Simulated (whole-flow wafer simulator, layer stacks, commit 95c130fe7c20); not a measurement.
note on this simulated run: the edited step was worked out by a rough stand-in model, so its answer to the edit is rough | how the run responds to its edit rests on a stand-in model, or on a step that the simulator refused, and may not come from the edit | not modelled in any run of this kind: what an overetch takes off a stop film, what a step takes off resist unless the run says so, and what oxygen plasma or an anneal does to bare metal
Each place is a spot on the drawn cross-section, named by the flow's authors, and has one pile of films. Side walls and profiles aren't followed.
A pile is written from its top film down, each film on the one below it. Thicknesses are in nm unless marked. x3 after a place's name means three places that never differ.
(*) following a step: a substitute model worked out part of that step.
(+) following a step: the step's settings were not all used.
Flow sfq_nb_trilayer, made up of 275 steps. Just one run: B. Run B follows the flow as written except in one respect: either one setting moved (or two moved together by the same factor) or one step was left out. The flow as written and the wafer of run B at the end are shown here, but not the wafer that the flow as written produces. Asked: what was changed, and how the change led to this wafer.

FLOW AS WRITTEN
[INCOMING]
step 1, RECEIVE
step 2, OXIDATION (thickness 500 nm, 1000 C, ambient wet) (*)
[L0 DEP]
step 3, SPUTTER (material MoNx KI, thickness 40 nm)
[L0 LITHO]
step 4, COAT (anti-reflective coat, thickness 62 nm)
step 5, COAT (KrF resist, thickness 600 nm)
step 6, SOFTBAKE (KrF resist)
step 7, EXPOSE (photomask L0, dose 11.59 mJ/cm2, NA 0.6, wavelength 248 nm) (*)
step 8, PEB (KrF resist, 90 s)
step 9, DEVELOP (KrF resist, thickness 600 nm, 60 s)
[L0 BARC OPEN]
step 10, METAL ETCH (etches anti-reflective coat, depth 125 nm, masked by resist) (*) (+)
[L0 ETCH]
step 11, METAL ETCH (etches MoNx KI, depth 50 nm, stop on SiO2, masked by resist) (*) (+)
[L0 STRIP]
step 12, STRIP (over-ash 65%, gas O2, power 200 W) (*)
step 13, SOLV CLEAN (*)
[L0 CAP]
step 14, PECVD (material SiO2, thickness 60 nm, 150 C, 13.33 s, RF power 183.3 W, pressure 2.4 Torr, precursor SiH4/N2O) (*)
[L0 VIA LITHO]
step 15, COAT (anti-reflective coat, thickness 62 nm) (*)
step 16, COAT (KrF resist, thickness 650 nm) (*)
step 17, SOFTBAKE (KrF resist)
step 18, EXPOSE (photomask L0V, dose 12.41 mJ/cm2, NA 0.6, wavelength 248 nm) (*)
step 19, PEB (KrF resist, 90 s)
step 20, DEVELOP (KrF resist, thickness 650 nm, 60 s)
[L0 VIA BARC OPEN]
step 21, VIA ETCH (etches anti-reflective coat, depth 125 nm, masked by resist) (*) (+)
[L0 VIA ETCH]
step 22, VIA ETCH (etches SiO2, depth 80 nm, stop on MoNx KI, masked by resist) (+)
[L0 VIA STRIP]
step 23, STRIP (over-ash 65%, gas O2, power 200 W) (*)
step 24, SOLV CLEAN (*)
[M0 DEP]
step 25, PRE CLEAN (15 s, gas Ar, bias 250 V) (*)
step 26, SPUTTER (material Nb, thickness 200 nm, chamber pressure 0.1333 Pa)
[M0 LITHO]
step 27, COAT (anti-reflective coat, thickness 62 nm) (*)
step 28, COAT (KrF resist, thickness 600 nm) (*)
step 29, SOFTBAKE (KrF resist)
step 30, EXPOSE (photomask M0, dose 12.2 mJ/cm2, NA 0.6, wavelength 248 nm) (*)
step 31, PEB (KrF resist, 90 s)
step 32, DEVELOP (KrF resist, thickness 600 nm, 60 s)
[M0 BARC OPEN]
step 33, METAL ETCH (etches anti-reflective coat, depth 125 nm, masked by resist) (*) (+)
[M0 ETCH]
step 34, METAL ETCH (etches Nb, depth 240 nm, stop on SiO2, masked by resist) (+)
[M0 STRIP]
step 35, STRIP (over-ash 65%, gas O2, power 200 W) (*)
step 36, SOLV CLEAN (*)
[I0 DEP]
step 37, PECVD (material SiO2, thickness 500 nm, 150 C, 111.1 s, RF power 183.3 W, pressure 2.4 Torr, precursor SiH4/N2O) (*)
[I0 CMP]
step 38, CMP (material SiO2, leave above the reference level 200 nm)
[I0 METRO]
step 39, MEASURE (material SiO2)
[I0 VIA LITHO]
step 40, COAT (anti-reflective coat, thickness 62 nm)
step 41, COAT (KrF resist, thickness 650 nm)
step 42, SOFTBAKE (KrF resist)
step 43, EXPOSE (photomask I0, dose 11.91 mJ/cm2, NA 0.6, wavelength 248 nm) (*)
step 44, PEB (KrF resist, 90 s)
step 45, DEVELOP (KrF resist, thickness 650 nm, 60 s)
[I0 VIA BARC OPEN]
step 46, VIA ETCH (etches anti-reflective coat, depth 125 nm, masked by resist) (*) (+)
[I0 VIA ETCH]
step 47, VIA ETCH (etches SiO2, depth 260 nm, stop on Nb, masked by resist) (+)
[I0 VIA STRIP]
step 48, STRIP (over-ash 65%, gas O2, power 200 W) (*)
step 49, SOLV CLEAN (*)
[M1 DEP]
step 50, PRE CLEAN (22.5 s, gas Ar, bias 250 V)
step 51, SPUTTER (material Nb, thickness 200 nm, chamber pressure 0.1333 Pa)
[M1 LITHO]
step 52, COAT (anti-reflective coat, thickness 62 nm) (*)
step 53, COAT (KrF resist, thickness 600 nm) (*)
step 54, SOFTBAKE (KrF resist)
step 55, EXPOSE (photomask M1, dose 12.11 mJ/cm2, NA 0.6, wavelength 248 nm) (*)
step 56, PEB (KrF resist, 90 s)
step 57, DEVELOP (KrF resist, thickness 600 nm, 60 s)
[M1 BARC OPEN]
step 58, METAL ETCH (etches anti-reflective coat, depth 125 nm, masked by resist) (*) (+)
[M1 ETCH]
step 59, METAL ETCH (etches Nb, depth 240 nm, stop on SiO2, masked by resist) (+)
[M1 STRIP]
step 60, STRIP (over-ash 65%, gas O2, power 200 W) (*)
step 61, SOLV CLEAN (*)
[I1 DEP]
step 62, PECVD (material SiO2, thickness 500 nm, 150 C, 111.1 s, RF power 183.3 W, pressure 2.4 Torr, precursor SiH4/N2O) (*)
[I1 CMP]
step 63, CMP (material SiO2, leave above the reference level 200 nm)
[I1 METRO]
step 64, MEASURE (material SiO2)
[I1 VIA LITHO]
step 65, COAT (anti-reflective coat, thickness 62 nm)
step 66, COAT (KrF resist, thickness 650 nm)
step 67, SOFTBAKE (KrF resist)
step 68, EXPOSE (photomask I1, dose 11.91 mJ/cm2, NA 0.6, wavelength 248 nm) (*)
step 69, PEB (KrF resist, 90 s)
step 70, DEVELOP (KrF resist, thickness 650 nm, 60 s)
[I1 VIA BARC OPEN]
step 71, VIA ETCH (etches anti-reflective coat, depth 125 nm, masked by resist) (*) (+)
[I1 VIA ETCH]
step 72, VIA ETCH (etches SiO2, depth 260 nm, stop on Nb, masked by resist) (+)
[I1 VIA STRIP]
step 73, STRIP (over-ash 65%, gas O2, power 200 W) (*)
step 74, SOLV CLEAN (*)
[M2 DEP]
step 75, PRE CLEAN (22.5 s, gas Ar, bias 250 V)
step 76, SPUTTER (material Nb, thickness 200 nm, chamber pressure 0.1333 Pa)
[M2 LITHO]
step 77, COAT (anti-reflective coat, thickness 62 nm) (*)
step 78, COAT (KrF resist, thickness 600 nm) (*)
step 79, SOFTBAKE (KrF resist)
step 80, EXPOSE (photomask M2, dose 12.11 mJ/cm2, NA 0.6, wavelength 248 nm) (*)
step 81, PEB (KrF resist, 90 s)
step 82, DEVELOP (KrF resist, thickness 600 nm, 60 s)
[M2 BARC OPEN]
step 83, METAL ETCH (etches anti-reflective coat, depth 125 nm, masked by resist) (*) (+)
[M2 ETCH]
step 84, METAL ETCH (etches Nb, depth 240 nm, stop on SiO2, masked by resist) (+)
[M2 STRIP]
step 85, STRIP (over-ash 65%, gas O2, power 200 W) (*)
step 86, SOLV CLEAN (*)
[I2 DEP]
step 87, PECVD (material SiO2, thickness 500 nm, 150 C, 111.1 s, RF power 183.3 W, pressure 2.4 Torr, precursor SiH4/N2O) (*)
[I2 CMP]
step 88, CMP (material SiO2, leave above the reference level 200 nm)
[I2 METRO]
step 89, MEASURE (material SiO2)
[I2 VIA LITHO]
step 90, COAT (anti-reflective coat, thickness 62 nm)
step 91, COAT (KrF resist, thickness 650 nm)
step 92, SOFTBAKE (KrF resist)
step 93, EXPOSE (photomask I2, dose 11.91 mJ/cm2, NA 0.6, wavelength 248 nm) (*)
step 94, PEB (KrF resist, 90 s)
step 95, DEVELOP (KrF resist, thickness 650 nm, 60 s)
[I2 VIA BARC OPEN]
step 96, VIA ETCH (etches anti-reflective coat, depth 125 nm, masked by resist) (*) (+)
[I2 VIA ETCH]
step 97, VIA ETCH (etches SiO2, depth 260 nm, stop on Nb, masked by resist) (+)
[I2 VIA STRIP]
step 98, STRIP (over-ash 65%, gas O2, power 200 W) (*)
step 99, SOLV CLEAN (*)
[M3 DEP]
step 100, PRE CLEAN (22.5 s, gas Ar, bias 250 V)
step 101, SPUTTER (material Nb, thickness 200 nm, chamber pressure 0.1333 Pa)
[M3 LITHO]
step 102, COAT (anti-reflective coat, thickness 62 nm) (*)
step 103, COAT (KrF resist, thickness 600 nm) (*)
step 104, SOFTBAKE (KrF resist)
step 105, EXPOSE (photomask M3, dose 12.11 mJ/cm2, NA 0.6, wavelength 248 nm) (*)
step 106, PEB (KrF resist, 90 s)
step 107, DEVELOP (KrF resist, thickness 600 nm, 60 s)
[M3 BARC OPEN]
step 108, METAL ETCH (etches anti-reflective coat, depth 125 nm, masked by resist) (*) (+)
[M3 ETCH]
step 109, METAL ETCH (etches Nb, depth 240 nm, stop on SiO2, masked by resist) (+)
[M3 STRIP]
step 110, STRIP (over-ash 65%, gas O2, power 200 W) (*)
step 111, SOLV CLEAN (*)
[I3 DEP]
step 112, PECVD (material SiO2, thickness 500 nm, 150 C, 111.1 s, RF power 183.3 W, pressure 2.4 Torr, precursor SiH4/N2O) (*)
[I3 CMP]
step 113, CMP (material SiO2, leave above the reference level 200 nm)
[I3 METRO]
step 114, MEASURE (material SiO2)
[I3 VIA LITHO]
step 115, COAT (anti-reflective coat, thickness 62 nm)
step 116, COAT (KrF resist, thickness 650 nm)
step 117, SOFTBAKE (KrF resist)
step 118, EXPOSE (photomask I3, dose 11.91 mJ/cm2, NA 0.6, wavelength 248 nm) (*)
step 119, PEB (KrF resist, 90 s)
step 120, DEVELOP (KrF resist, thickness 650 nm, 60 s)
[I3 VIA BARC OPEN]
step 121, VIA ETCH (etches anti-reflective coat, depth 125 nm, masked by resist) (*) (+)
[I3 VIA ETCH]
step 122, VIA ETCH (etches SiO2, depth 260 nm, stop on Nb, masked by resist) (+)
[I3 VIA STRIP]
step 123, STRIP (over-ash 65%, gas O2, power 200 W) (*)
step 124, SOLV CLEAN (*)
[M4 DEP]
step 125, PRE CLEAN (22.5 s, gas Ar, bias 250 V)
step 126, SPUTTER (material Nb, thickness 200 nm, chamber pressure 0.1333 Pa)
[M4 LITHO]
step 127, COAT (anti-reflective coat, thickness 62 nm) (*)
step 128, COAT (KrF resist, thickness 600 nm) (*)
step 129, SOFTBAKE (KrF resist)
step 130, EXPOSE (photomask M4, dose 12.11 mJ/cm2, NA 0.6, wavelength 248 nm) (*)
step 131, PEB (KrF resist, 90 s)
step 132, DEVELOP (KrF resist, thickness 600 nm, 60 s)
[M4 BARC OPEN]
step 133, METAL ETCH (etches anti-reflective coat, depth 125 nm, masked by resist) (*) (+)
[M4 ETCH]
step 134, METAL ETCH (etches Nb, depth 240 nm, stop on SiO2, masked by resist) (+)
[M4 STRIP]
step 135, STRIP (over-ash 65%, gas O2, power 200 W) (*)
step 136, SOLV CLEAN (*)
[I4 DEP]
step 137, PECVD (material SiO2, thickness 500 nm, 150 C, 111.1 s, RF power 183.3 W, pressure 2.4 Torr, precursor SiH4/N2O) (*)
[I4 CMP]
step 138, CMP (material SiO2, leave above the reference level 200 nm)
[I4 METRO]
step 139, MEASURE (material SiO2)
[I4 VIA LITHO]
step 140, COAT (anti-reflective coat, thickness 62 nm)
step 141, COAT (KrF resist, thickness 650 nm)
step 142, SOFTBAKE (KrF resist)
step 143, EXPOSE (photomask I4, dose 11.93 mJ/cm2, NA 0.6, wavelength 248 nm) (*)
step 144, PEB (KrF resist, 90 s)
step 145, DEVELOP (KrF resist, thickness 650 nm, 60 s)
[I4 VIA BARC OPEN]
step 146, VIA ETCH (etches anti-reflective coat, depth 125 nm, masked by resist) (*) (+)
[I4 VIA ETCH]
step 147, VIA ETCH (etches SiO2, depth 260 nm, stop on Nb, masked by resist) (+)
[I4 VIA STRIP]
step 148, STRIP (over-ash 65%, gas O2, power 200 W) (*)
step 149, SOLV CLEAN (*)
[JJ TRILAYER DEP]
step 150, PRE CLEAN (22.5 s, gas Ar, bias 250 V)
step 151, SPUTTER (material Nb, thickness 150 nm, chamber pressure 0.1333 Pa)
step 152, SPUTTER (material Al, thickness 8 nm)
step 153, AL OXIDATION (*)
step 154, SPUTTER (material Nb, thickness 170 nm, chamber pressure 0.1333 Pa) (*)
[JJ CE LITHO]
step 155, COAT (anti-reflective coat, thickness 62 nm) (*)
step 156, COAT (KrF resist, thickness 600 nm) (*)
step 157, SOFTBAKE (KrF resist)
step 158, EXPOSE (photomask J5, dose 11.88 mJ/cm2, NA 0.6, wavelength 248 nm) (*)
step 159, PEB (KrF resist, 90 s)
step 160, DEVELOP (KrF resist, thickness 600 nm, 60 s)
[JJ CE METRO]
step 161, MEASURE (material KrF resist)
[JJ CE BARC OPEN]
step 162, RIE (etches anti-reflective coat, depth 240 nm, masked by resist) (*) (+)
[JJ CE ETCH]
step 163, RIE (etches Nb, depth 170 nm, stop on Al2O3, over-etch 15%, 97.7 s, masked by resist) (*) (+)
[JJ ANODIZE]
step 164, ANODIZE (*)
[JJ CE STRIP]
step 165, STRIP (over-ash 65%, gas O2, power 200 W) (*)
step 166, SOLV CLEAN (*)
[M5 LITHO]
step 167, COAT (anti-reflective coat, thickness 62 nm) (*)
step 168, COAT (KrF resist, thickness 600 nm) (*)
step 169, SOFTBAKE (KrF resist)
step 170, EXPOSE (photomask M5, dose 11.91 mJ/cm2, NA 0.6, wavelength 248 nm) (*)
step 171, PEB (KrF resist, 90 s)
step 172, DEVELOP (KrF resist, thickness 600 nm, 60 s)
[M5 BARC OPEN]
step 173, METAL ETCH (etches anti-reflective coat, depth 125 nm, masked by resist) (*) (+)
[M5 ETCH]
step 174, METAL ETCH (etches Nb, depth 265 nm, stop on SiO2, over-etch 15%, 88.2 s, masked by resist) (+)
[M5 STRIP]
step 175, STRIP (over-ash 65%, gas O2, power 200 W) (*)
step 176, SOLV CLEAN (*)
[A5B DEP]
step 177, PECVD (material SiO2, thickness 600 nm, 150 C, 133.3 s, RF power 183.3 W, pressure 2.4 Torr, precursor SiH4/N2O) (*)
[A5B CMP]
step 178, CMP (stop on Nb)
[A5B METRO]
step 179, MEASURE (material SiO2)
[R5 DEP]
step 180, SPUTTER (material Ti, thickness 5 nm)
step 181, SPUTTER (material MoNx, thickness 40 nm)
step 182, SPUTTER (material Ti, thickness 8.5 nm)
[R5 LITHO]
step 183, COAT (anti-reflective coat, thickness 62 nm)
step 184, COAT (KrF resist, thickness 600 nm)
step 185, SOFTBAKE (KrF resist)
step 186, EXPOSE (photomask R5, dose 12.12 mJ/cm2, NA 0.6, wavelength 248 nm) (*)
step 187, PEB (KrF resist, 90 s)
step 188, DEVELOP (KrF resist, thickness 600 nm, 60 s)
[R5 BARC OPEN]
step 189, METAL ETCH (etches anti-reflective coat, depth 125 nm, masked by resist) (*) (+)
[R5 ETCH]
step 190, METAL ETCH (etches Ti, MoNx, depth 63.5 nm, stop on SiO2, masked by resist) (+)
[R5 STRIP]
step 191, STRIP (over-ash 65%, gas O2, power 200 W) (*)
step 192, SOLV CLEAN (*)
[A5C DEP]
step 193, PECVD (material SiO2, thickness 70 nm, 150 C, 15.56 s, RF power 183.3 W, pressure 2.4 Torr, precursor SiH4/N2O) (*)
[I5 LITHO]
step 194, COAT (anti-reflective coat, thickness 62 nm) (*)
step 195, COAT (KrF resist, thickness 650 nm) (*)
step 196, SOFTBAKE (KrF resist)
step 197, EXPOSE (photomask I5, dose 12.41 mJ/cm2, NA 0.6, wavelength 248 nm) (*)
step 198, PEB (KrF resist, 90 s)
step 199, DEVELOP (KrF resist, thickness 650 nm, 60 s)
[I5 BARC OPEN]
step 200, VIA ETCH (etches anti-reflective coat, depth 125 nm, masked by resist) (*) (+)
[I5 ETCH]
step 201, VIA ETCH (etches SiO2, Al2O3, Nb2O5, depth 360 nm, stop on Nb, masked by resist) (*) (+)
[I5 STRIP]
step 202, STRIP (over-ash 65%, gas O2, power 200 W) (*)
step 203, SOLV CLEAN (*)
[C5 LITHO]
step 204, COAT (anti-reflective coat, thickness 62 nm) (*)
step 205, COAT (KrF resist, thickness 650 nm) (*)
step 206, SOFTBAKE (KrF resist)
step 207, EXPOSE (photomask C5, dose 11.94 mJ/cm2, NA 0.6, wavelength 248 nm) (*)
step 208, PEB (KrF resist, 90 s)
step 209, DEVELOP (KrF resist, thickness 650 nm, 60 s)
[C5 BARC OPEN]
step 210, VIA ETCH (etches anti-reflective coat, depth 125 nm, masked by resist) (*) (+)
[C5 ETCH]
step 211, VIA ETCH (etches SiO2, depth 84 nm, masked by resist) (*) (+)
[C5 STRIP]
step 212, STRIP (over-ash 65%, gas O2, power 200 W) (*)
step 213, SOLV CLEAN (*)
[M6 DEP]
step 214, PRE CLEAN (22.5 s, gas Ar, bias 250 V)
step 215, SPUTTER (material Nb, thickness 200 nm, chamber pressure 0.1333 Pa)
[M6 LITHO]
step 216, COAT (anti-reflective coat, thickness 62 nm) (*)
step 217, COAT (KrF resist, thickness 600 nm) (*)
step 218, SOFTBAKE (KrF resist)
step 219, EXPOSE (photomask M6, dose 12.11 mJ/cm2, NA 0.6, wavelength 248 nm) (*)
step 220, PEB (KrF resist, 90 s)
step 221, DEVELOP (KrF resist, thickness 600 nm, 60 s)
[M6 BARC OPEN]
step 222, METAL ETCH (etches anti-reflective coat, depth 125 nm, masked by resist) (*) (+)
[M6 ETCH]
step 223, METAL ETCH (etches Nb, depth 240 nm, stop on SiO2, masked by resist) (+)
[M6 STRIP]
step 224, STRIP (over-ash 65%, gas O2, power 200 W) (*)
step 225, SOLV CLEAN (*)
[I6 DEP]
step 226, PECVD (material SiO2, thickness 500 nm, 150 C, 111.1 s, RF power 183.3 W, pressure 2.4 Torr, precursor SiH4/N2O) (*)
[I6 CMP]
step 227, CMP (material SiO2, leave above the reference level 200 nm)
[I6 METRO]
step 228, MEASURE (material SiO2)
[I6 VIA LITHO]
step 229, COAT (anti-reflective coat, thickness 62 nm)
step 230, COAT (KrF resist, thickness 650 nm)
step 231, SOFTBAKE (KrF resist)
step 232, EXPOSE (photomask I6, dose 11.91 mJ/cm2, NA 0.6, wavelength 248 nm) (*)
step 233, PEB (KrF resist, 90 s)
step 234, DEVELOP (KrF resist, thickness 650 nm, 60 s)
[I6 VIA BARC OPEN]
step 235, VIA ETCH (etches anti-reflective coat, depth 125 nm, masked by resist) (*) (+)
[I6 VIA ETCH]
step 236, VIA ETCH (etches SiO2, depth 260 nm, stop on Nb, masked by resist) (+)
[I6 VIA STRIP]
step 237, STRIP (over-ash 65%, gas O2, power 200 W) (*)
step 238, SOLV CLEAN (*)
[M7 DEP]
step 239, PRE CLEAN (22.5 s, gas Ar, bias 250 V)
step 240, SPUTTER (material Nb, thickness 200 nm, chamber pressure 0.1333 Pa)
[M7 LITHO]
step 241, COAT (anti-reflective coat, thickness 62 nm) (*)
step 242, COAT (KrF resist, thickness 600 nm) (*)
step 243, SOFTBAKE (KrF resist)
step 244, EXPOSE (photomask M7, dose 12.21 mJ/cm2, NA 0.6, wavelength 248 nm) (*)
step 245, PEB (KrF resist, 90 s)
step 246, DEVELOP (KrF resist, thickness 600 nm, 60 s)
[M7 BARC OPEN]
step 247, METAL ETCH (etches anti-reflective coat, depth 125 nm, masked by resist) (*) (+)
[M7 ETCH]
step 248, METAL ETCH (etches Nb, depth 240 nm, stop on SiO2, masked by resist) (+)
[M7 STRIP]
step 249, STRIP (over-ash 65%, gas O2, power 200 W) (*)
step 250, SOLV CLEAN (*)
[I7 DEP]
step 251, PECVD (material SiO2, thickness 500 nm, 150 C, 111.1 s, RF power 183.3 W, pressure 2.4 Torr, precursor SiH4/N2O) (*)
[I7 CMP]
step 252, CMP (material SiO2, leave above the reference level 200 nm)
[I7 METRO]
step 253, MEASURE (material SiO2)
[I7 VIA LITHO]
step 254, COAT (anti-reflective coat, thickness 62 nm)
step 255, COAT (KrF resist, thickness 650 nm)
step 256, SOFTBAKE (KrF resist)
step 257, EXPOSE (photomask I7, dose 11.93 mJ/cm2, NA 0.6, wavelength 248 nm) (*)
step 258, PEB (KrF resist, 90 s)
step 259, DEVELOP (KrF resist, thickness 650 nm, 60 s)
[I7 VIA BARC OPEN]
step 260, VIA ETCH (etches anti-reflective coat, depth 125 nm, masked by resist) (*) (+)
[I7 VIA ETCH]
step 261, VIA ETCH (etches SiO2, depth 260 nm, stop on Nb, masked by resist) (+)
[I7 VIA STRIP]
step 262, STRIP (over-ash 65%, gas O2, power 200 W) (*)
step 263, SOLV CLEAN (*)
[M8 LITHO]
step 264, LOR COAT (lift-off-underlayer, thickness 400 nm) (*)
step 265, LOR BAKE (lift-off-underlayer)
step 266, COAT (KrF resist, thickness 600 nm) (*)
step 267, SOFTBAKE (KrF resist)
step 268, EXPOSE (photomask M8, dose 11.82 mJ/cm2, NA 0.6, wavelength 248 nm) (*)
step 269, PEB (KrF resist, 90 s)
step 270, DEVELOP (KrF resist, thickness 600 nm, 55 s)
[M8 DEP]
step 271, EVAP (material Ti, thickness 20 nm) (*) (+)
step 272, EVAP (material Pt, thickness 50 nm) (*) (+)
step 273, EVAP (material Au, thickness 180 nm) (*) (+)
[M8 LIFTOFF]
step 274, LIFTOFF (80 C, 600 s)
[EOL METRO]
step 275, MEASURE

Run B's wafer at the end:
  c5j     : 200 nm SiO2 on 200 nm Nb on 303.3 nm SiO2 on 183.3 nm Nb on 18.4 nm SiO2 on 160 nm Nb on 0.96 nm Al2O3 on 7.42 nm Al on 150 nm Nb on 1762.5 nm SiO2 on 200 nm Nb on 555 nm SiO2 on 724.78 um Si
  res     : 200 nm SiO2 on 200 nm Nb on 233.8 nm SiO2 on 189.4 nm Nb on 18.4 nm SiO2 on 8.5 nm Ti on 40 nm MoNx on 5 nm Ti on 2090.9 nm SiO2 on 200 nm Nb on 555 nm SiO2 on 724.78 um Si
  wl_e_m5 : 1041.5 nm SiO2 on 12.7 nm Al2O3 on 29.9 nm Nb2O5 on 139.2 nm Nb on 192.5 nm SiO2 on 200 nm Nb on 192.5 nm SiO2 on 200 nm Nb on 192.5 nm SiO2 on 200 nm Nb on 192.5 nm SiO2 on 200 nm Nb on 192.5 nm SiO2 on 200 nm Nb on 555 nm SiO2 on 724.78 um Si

What caused this: step 193, PECVD: thickness 110 nm was run, while the flow as written has thickness 70 nm; step 193, PECVD: 24.42 s was run, where the flow has 15.56 s.

The path from the change to this, step by step:
  step 193, PECVD (material SiO2, thickness 70 nm, 150 C, 15.56 s, RF power 183.3 W, pressure 2.4 Torr, precursor SiH4/N2O) (*)
      field_l, v_sur, via_wl and 92 more: SiO2 gains 110 (as written it would have been: SiO2 gains 70)
      ce_l, c5j, ce_r and 8 more: SiO2 gains 110 (new film) (as written it would have been: SiO2 gains 70 (new film))
  step 201, VIA ETCH (etches SiO2, Al2O3, Nb2O5, depth 360 nm, stop on Nb, masked by resist) (*) (+)
      be: SiO2 loses 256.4 (all of it), Al2O3 loses 12.7 (all of it), Nb2O5 loses 29.9 (all of it) (as written it would have been: SiO2 loses 216.4 (all of it), Al2O3 loses 12.7 (all of it), Nb2O5 loses 29.9 (all of it))
  step 204, COAT (anti-reflective coat, thickness 62 nm) (*)
      be: anti-reflective coat gains 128 (new film) (as written it would have been: anti-reflective coat gains 122.2 (new film))
      be_sur: anti-reflective coat gains 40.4 (new film) (as written it would have been: anti-reflective coat gains 41.8 (new film))
  step 205, COAT (KrF resist, thickness 650 nm) (*)
      be: KrF resist gains 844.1 (new film) (as written it would have been: KrF resist gains 815.3 (new film))
  step 211, VIA ETCH (etches SiO2, depth 84 nm, masked by resist) (*) (+)
      c5j: SiO2 loses 84 (as written it would have been: SiO2 loses 69.9 (all of it), Nb loses 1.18)
      res: SiO2 loses 84 (as written it would have been: SiO2 loses 69.9 (all of it))
  step 212, STRIP (over-ash 65%, gas O2, power 200 W) (*)
      be: KrF resist loses 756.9 (all of it), anti-reflective coat loses 128 (all of it) (as written it would have been: KrF resist loses 728.2 (all of it), anti-reflective coat loses 122.2 (all of it))
      be_sur: KrF resist loses 557.3 (all of it), anti-reflective coat loses 40.4 (all of it) (as written it would have been: KrF resist loses 559.6 (all of it), anti-reflective coat loses 41.8 (all of it))
  step 214, PRE CLEAN (22.5 s, gas Ar, bias 250 V)
      c5j: SiO2 loses 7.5 (as written it would have been: Nb loses 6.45)
      res: SiO2 loses 7.5 (as written it would have been: Ti loses 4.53)
  step 215, SPUTTER (material Nb, thickness 200 nm, chamber pressure 0.1333 Pa)
      c5j: Nb gains 183.3 (new film) (as written it would have been: Nb gains 188.4)
      be: Nb gains 138.5 (as written it would have been: Nb gains 147.3)
  step 216, COAT (anti-reflective coat, thickness 62 nm) (*)
      wire: anti-reflective coat gains 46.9 (new film) (as written it would have been: anti-reflective coat gains 48.3 (new film))
      be: anti-reflective coat gains 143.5 (new film) (as written it would have been: anti-reflective coat gains 136.7 (new film))
      (also at 6 further places)
  step 217, COAT (KrF resist, thickness 600 nm) (*)
      be: KrF resist gains 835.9 (new film) (as written it would have been: KrF resist gains 793.9 (new film))
  step 224, STRIP (over-ash 65%, gas O2, power 200 W) (*)
      wire: KrF resist loses 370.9 (all of it), anti-reflective coat loses 46.9 (all of it) (as written it would have been: KrF resist loses 369.8 (all of it), anti-reflective coat loses 48.3 (all of it))
      be: KrF resist loses 617.6 (all of it), anti-reflective coat loses 143.5 (all of it) (as written it would have been: KrF resist loses 575.8 (all of it), anti-reflective coat loses 136.7 (all of it))
      (also at 6 further places)
  step 226, PECVD (material SiO2, thickness 500 nm, 150 C, 111.1 s, RF power 183.3 W, pressure 2.4 Torr, precursor SiH4/N2O) (*)
      be: SiO2 gains 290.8 (new film), void gains 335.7 (new film), SiO2 gains 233 (new film) (as written it would have been: SiO2 gains 693.5 (new film))
      c5j: SiO2 gains 533.8 (new film) (as written it would have been: SiO2 gains 514.7 (new film))
  step 227, CMP (material SiO2, leave above the reference level 200 nm)
      be: SiO2 loses 290.8 (all of it), void loses 335.7 (all of it) (as written it would have been: SiO2 loses 182.7)
      res: SiO2 loses 258.7 (as written it would have been: SiO2 loses 279.4)
  step 229, COAT (anti-reflective coat, thickness 62 nm)
      via_sp, ce_l: anti-reflective coat gains 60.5 (new film) (as written it would have been: anti-reflective coat gains 62 (new film))
      via_v, gap: anti-reflective coat gains 60.1 (new film) (as written it would have been: anti-reflective coat gains 62 (new film))
      (also at 5 further places)
  step 230, COAT (KrF resist, thickness 650 nm)
      be: KrF resist gains 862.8 (new film) (as written it would have been: KrF resist gains 650 (new film))
      gap: KrF resist gains 635.9 (new film) (as written it would have been: KrF resist gains 650 (new film))
  step 233, PEB (KrF resist, 90 s)
      be: KrF resist loses 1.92 (as written it would have been: KrF resist loses 1.38)
  ... 15 other steps ...
  step 274, LIFTOFF (80 C, 600 s)
      be: Au loses 180 (all of it), Pt loses 50 (all of it), Ti loses 20 (all of it), KrF resist loses 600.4 (all of it), lift-off-underlayer loses 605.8 (all of it) (as written it would have been: Au loses 180 (all of it), Pt loses 50 (all of it), Ti loses 20 (all of it), KrF resist loses 572.1 (all of it), lift-off-underlayer loses 398.5 (all of it))
      be_sur: Au loses 180 (all of it), Pt loses 50 (all of it), Ti loses 20 (all of it), KrF resist loses 582.6 (all of it), lift-off-underlayer loses 376.6 (all of it) (as written it would have been: Au loses 180 (all of it), Pt loses 50 (all of it), Ti loses 20 (all of it), KrF resist loses 572.6 (all of it), lift-off-underlayer loses 398.9 (all of it))
With metal films that touch counted as one body, c5j has 5 bodies (between them, from the top down: SiO2 303.3; SiO2 18.4; Al2O3 0.96; SiO2 1762.5); the flow as written gives 4 bodies (between them, from the top down: SiO2 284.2; Al2O3 0.96; SiO2 1762.5).
With metal films that touch counted as one body, res has 4 bodies (between them, from the top down: SiO2 233.8; SiO2 18.4; SiO2 2090.9); the flow as written gives 3 bodies (between them, from the top down: SiO2 213.1; SiO2 2090.9).
